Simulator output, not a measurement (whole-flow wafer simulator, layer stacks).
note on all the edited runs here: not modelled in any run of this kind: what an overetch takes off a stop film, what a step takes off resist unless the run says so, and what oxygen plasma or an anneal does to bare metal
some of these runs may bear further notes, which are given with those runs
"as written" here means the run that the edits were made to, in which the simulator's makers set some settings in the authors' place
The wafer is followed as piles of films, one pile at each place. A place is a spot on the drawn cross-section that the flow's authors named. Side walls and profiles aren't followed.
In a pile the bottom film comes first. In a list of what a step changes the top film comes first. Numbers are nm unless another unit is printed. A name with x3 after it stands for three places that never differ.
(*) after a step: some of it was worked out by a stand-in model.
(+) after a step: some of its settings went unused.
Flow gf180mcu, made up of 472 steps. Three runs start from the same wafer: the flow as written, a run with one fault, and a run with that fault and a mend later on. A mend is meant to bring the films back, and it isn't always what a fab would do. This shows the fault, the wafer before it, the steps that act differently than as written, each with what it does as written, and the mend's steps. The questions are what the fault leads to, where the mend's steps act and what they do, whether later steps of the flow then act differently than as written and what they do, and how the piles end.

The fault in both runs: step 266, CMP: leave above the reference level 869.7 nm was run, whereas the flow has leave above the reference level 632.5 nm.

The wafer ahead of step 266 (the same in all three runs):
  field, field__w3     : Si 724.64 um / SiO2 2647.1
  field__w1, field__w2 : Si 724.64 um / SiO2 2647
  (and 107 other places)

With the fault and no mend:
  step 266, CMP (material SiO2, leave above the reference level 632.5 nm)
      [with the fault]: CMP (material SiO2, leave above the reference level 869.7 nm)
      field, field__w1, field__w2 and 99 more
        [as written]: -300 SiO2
        [with the fault]: -62.8 SiO2
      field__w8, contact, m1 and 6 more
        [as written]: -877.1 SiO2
        [with the fault]: -639.9 SiO2
  Later steps of the flow acting differently than as written:
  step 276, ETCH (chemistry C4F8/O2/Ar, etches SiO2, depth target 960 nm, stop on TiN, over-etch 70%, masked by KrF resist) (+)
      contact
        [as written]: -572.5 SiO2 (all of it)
        [with the fault]: -809.7 SiO2 (all of it)
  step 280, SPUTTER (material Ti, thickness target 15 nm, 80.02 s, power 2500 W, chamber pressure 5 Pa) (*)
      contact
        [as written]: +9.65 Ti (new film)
        [with the fault]: +8.41 Ti (new film)
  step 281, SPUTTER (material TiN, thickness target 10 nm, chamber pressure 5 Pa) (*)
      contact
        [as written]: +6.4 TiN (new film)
        [with the fault]: +5.57 TiN (new film)
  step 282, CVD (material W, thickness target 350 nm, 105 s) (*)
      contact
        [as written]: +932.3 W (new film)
        [with the fault]: +1171.6 W (new film)
  By the end, the piles at field, field__w1, field__w2 and 109 more depart from the flow's by more than 2% or 0.5 nm, whichever is larger.
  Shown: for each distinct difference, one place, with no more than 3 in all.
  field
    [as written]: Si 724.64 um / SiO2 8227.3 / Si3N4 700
    [with the fault]: Si 724.64 um / SiO2 8464.5 / Si3N4 700
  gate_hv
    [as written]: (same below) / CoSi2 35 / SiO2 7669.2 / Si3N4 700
    [with the fault]: (same below) / CoSi2 35 / SiO2 7906.4 / Si3N4 700
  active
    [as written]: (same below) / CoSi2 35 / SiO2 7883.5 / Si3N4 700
    [with the fault]: (same below) / CoSi2 35 / SiO2 8120.7 / Si3N4 700

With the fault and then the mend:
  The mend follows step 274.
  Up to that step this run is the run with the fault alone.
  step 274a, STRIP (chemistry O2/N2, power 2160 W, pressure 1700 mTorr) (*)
      field, field__w1, field__w2 and 107 more
        -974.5 KrF resist (all of it), -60 anti-reflective coat (all of it)
      contact
        -60 anti-reflective coat (all of it)
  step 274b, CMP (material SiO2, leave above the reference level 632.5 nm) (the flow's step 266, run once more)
      field, field__w1, field__w2 and 108 more
        -237.2 SiO2
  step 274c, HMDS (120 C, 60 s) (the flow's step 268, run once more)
      leaves every film unchanged at each place that is followed
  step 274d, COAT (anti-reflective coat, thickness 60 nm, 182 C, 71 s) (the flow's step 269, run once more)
      field, field__w1, field__w2 and 108 more
        +60 anti-reflective coat (new film)
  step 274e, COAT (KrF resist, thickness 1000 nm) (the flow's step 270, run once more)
      field, field__w1, field__w2 and 108 more
        +1000 KrF resist (new film)
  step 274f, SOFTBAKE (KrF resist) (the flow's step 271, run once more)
      leaves every film unchanged at each place that is followed
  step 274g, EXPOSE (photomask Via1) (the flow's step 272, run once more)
      leaves every film unchanged at each place that is followed
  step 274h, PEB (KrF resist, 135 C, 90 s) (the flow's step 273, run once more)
      field, field__w1, field__w2 and 108 more
        -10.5 KrF resist
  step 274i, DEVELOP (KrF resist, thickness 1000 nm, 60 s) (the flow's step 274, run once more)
      field, field__w1, field__w2 and 107 more
        -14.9 KrF resist
      contact
        -989.5 KrF resist (all of it)
  Every later step of the flow that is run acts as written at every place that is followed.
  At every place that both follow, the piles at the end match the flow's.
